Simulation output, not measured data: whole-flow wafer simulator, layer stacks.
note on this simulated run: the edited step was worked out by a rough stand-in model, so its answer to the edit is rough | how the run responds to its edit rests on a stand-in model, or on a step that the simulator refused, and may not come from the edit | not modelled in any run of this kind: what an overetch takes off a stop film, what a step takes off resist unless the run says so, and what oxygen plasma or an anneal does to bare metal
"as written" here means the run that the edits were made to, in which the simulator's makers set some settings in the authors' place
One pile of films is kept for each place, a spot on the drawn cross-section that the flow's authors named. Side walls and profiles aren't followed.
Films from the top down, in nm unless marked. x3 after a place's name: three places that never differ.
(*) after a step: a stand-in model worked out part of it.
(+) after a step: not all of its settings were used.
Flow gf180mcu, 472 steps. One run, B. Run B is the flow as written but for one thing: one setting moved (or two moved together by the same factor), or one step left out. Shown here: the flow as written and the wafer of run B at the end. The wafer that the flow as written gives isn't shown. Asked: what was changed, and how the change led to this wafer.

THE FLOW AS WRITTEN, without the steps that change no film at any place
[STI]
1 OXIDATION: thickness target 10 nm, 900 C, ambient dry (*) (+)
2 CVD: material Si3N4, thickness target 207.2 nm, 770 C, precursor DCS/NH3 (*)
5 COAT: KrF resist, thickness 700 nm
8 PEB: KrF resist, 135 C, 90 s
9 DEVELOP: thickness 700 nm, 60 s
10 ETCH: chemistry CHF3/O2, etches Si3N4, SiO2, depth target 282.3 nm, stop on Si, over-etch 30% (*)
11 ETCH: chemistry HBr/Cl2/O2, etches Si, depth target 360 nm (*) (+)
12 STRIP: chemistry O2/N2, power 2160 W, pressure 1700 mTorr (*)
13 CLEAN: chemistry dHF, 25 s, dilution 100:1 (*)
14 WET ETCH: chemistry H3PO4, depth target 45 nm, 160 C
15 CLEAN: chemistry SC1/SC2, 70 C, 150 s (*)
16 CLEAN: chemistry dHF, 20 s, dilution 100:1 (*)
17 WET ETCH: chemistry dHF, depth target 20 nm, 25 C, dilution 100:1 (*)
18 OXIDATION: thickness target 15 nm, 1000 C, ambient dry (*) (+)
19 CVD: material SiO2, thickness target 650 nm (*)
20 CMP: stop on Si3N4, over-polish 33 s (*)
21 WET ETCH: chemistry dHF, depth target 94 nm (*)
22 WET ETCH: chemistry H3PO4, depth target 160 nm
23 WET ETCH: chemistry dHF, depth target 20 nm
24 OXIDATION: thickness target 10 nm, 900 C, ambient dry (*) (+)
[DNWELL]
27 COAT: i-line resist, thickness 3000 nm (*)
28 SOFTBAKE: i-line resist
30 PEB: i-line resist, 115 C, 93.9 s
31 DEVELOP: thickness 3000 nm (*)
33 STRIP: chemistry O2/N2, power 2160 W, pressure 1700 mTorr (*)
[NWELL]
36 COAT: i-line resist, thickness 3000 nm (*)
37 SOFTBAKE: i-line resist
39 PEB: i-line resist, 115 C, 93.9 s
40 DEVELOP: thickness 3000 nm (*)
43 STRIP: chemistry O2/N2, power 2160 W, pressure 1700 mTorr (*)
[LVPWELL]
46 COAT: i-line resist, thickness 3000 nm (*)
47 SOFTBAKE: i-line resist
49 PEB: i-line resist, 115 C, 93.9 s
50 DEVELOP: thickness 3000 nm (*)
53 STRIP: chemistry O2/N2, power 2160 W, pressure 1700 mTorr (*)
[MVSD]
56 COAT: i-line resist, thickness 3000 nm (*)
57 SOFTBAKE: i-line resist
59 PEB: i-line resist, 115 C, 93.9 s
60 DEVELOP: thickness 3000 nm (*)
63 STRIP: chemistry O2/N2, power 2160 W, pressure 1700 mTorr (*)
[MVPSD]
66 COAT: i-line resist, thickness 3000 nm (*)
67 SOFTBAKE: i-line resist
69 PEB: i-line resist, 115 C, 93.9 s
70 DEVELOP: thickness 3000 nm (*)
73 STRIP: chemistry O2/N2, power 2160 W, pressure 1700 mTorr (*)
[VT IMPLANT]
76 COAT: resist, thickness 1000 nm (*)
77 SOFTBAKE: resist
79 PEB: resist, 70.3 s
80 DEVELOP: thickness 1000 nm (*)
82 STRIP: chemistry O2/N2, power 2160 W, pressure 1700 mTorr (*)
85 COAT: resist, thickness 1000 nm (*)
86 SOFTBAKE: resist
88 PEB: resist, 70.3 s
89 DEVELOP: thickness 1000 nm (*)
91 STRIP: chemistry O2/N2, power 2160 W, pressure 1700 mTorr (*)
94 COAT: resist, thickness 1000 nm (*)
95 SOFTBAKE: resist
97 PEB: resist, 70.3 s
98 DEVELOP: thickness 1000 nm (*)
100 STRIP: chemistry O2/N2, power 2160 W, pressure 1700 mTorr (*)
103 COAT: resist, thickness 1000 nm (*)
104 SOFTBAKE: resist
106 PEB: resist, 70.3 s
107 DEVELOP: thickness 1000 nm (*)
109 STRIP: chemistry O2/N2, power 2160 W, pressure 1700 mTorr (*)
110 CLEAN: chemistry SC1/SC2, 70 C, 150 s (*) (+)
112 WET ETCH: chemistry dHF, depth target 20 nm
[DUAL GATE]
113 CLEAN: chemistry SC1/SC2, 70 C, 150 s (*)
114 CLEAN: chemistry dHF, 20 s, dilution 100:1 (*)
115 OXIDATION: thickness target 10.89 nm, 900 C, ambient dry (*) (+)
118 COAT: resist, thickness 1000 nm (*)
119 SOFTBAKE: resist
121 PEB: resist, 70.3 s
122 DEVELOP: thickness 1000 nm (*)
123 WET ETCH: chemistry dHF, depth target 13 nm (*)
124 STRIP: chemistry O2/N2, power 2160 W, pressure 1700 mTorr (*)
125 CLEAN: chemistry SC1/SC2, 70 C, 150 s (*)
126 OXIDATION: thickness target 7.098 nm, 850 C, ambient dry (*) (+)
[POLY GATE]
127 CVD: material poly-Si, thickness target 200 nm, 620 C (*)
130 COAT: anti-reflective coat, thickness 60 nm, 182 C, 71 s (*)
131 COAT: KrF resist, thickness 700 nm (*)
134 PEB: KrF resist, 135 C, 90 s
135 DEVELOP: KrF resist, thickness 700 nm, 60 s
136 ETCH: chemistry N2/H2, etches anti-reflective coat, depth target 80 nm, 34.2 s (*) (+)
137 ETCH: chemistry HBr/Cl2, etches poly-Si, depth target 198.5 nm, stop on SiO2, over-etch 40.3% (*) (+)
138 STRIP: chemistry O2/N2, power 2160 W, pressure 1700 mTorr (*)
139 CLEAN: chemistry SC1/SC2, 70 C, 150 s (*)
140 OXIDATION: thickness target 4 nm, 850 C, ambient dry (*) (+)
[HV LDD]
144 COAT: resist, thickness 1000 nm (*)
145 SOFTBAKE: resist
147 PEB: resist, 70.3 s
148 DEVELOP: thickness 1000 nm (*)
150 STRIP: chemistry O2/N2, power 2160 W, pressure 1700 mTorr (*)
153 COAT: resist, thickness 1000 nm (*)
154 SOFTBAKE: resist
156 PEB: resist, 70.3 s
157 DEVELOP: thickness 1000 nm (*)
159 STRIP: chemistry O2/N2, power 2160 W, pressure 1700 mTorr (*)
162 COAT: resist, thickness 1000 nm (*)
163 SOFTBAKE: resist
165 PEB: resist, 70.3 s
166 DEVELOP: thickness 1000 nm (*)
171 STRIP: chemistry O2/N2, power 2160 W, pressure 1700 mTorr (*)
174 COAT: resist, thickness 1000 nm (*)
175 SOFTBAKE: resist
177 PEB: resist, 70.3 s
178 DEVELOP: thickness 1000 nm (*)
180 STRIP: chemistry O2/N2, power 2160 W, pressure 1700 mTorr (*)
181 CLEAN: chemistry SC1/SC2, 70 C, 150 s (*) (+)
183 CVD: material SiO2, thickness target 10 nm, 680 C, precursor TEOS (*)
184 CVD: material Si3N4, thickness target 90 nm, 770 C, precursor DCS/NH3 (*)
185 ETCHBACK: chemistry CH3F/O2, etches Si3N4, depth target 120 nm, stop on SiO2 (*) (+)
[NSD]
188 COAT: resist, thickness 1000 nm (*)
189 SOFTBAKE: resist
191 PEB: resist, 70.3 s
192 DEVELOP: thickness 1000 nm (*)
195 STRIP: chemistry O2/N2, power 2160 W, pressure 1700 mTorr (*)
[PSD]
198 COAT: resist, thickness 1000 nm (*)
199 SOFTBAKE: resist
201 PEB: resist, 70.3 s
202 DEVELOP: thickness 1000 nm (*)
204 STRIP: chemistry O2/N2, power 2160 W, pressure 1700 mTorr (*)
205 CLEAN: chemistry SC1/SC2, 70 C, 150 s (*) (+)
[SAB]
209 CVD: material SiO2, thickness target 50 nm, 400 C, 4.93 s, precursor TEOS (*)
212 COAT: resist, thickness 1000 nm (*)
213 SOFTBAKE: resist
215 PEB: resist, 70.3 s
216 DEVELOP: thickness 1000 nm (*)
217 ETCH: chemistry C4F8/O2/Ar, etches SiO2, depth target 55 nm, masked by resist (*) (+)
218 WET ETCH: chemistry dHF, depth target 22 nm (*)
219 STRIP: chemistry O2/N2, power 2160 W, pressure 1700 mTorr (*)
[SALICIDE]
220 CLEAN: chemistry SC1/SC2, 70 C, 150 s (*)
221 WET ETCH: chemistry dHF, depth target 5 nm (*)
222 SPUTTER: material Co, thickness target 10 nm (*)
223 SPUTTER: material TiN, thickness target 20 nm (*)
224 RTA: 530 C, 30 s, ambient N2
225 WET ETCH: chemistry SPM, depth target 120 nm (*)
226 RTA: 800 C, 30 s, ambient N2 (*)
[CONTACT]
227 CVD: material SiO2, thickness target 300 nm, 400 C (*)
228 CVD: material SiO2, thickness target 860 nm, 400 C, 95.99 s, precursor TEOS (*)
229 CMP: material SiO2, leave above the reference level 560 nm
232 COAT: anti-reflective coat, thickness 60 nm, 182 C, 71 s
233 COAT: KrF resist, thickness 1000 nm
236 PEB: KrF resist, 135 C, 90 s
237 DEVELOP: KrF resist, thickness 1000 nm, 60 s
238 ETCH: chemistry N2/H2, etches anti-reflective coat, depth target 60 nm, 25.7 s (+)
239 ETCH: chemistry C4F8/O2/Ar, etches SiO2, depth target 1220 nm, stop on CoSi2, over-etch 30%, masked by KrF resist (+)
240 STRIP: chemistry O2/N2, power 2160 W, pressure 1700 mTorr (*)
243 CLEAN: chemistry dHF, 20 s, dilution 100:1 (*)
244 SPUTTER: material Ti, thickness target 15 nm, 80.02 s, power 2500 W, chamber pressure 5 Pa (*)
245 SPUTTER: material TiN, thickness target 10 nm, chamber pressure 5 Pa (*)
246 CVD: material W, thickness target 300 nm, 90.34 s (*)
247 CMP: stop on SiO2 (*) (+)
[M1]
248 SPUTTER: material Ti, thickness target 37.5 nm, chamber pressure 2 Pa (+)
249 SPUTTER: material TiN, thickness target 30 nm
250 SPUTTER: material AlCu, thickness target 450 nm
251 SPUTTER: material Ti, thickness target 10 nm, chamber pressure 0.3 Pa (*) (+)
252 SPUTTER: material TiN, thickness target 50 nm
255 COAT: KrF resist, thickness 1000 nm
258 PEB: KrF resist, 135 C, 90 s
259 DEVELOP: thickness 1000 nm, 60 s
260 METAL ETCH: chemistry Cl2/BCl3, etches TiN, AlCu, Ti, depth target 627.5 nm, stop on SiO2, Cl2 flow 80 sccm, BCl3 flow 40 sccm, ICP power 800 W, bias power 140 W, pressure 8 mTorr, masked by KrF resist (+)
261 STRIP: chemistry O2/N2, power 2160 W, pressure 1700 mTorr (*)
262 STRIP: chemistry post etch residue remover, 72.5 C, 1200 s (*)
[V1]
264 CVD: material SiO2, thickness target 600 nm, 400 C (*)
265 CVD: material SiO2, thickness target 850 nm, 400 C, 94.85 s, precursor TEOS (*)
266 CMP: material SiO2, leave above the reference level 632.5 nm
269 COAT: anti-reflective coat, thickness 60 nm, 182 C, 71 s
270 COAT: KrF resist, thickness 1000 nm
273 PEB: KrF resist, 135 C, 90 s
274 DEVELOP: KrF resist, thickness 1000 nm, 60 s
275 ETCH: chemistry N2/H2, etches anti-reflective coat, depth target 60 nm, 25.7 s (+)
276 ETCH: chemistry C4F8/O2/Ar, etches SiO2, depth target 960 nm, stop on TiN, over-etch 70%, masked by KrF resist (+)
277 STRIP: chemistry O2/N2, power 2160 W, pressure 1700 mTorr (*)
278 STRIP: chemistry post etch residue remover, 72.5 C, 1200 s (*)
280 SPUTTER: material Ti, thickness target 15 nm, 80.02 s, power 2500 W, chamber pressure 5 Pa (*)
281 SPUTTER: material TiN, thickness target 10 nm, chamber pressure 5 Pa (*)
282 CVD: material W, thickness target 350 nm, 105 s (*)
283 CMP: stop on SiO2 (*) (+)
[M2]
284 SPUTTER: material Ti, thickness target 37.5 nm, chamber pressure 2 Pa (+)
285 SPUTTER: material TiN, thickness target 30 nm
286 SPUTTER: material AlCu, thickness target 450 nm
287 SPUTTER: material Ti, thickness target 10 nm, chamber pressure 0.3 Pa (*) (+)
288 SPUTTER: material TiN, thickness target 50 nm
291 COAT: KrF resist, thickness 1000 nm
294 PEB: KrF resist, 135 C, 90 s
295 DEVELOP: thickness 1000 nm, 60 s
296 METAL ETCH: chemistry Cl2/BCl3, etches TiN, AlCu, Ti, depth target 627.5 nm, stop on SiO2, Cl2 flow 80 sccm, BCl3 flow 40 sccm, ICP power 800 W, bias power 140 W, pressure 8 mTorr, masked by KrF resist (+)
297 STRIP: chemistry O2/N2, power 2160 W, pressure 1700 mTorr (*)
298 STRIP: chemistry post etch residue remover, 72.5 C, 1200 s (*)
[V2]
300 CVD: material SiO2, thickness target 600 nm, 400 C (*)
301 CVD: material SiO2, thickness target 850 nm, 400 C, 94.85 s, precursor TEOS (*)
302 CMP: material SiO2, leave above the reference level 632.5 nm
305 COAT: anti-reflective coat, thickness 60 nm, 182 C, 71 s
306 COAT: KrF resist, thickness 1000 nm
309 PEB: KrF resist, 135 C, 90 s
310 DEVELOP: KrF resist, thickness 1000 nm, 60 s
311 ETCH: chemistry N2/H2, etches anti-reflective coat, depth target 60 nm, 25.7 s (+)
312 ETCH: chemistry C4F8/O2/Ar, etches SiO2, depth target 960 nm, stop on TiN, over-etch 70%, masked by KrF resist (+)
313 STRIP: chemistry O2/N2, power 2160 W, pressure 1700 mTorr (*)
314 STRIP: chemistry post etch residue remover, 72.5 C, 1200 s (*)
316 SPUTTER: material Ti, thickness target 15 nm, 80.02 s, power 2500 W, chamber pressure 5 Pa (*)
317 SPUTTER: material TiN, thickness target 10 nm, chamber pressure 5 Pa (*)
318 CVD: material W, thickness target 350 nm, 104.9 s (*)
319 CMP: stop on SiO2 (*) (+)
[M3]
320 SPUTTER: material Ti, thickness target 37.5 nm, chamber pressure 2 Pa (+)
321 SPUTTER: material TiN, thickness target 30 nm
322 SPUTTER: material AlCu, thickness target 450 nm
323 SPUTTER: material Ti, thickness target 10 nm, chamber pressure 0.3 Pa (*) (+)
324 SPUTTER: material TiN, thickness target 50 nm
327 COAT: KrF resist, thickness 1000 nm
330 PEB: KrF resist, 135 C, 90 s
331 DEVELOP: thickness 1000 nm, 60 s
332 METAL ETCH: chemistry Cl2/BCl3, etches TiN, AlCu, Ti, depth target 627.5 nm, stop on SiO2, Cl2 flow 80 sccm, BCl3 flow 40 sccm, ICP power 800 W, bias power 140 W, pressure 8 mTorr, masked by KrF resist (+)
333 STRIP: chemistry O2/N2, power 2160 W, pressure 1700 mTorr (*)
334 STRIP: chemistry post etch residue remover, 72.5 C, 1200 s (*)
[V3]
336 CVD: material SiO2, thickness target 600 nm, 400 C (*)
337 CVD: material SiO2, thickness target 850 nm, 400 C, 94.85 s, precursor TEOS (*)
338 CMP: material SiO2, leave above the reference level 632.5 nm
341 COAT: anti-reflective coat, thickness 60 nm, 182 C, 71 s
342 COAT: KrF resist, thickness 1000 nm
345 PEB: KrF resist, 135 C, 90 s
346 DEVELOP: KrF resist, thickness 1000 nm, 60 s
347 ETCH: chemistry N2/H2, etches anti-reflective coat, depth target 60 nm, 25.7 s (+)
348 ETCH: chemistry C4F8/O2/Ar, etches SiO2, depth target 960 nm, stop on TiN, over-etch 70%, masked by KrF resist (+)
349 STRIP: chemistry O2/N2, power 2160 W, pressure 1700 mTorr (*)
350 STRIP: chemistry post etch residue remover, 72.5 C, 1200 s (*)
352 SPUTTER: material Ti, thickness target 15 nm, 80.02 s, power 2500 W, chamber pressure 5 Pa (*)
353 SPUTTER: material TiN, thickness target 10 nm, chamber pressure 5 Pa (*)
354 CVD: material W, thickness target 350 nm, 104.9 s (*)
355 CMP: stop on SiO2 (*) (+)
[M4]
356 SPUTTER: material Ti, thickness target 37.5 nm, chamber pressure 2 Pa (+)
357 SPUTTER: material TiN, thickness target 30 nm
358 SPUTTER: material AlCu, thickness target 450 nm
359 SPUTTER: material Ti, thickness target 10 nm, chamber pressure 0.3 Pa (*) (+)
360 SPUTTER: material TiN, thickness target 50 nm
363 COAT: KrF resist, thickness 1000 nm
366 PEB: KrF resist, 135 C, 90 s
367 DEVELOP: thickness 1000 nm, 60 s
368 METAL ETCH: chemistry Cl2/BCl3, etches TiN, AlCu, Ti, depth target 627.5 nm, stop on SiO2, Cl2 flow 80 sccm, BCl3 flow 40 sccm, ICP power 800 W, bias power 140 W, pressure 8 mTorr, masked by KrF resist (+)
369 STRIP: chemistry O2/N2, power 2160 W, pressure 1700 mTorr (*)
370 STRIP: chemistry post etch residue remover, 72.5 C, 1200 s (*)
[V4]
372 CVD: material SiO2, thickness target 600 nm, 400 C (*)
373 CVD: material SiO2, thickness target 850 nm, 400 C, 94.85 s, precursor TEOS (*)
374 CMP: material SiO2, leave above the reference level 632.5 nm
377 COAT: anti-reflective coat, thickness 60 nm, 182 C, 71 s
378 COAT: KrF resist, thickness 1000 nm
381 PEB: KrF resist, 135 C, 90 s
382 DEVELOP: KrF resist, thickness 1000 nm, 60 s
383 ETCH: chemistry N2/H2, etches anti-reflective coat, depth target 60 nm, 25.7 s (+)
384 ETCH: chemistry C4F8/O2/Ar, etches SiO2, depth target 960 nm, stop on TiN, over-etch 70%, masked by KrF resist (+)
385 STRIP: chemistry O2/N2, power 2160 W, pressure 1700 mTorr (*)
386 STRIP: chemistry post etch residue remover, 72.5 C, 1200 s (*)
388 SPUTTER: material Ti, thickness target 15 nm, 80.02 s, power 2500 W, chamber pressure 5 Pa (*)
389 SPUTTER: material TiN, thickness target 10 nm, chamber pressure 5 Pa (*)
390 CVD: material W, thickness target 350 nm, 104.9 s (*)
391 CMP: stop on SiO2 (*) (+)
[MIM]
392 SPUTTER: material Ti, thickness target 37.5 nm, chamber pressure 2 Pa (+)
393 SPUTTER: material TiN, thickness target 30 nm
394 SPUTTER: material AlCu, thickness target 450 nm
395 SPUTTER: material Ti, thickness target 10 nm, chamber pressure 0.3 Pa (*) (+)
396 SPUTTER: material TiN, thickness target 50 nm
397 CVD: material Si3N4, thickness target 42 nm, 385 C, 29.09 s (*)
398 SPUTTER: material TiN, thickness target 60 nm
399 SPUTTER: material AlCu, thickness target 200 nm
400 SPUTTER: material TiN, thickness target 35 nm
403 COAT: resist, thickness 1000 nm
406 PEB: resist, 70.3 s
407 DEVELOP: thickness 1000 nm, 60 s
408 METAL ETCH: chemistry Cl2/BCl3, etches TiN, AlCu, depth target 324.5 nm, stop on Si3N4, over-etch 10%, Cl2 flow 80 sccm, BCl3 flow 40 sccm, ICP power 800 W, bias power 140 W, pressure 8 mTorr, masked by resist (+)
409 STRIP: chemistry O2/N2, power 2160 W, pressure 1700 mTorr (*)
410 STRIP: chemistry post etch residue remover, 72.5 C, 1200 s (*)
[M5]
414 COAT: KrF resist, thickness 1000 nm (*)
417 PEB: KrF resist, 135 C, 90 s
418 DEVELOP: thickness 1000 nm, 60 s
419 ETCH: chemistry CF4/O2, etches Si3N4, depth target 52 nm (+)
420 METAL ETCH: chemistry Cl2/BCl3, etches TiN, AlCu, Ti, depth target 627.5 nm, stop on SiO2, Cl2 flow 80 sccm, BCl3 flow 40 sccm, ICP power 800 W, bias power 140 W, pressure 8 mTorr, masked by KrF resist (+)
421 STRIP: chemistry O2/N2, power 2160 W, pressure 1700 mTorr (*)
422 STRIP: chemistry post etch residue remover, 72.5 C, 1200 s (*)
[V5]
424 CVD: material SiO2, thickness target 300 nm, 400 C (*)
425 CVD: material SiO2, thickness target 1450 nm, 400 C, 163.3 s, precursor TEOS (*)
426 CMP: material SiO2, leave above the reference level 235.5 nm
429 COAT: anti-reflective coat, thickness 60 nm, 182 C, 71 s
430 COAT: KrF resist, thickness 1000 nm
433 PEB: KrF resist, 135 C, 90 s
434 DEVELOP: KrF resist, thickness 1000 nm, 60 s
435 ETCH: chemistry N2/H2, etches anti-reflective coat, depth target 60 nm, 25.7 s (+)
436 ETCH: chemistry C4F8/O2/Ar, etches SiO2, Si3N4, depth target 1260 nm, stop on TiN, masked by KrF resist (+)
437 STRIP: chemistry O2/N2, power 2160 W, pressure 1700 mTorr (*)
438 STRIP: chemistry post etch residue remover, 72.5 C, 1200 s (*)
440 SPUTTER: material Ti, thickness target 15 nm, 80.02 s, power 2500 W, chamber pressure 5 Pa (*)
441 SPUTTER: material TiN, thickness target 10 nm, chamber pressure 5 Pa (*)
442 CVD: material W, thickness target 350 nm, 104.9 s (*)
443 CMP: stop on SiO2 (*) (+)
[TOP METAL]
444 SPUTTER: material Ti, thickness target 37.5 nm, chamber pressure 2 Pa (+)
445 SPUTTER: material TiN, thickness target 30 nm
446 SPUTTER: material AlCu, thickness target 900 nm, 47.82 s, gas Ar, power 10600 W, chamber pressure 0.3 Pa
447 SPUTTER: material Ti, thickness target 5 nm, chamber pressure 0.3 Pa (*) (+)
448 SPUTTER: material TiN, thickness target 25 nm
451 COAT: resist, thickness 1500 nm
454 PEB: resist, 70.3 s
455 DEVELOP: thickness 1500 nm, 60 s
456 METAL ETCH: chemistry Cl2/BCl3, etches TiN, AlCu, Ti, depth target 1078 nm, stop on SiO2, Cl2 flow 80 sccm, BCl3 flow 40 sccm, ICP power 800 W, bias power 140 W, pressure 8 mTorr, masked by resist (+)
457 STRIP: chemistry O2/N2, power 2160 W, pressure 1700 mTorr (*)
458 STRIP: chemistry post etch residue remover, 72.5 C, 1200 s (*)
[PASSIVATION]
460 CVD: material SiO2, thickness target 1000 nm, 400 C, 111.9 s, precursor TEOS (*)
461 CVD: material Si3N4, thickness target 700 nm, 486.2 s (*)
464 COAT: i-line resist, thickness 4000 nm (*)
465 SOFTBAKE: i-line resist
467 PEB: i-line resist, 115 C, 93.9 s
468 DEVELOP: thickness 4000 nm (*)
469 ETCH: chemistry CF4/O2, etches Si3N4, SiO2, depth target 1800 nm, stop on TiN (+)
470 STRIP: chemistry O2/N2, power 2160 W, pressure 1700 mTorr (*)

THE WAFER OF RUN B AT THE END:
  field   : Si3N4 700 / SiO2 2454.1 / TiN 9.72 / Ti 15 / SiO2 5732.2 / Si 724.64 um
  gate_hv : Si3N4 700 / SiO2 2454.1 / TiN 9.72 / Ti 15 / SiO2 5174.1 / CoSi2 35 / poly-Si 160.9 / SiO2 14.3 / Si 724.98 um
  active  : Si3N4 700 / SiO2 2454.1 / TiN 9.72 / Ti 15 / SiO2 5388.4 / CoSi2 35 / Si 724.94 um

The cause: step 373, CVD: thickness target 489 nm was run, where the flow has thickness target 850 nm; step 373, CVD: 54.54 s was run, where the flow has 94.85 s.

How the change led to this, step by step:
  373 CVD: material SiO2, thickness target 850 nm, 400 C, 94.85 s, precursor TEOS (*)
      field, field__w1, field__w2 and 108 more: SiO2 +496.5 (as written it would be: SiO2 +850)
  374 CMP: material SiO2, leave above the reference level 632.5 nm
      field, field__w1, field__w2 and 103 more: nothing (as written it would be: SiO2 -300)
      field__w8, contact, m1, m1__w1, m1_nw: SiO2 -523.6 (as written it would be: SiO2 -877.1)
  377 COAT: anti-reflective coat, thickness 60 nm, 182 C, 71 s
      field: anti-reflective coat +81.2 (new film) (as written it would be: anti-reflective coat +60 (new film))
      field__w8: anti-reflective coat +30.7 (new film) (as written it would be: anti-reflective coat +60 (new film))
      (and at 11 more places)
  378 COAT: KrF resist, thickness 1000 nm
      m1_nw: KrF resist +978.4 (new film) (as written it would be: KrF resist +1000 (new film))
  383 ETCH: chemistry N2/H2, etches anti-reflective coat, depth target 60 nm, 25.7 s (+)
      contact: anti-reflective coat -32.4 (all of it), SiO2 -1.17 (as written it would be: anti-reflective coat -60 (all of it), SiO2 -0.46)
  385 STRIP: chemistry O2/N2, power 2160 W, pressure 1700 mTorr (*)
      field: KrF resist -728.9 (all of it), anti-reflective coat -81.2 (all of it) (as written it would be: KrF resist -739.2 (all of it), anti-reflective coat -60 (all of it))
      field__w8: KrF resist -733.6 (all of it), anti-reflective coat -30.7 (all of it) (as written it would be: KrF resist -739.2 (all of it), anti-reflective coat -60 (all of it))
      (and at 12 more places)
  390 CVD: material W, thickness target 350 nm, 104.9 s (*)
      contact: W +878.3 (new film) (as written it would be: W +932.3 (new film))
  391 CMP: stop on SiO2 (*) (+)
      field, field__w1, field__w2 and 103 more: W -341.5 (as written it would be: W -350 (all of it), TiN -10 (all of it), Ti -15 (all of it), SiO2 -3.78)
      field__w8, m1, m1__w1, m1_nw: W -350 (all of it), TiN -10 (all of it), Ti -15 (all of it), SiO2 -20 (as written it would be: W -350 (all of it), TiN -10 (all of it), Ti -15 (all of it), SiO2 -3.78)
      (and at 1 more place)
  420 METAL ETCH: chemistry Cl2/BCl3, etches TiN, AlCu, Ti, depth target 627.5 nm, stop on SiO2, Cl2 flow 80 sccm, BCl3 flow 40 sccm, ICP power 800 W, bias power 140 W, pressure 8 mTorr, masked by KrF resist (+)
      field, field__w1, field__w2 and 101 more: TiN -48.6 (all of it), Ti -10 (all of it), AlCu -450 (all of it), TiN -30 (all of it), Ti -37.5 (all of it), W -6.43 (as written it would be: TiN -48.6 (all of it), Ti -10 (all of it), AlCu -450 (all of it), TiN -30 (all of it), Ti -37.5 (all of it))
  422 STRIP: chemistry post etch residue remover, 72.5 C, 1200 s (*)
      field, field__w1, field__w2 and 101 more: W -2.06 (all of it), TiN -0.28 (as written it would be: nothing)
  424 CVD: material SiO2, thickness target 300 nm, 400 C (*)
      field, field__w1, field__w2 and 101 more: SiO2 +300 (new film) (as written it would be: SiO2 +300)
  426 CMP: material SiO2, leave above the reference level 235.5 nm
      field, field__w1, field__w5 and 92 more: SiO2 -292.1 (as written it would be: SiO2 -300.8)
      field__w2, field__w3, field__w12 and 6 more: SiO2 -263.5 (as written it would be: SiO2 -272.7)
Counting metal films that touch as one body, field has 1 body; the flow as written gives 0 bodies.
Counting metal films that touch as one body, gate_hv has 2 bodies (between them, from the top down: SiO2 5174.1); the flow as written gives 1 body.
Counting metal films that touch as one body, active has 2 bodies (between them, from the top down: SiO2 5388.4); the flow as written gives 1 body.
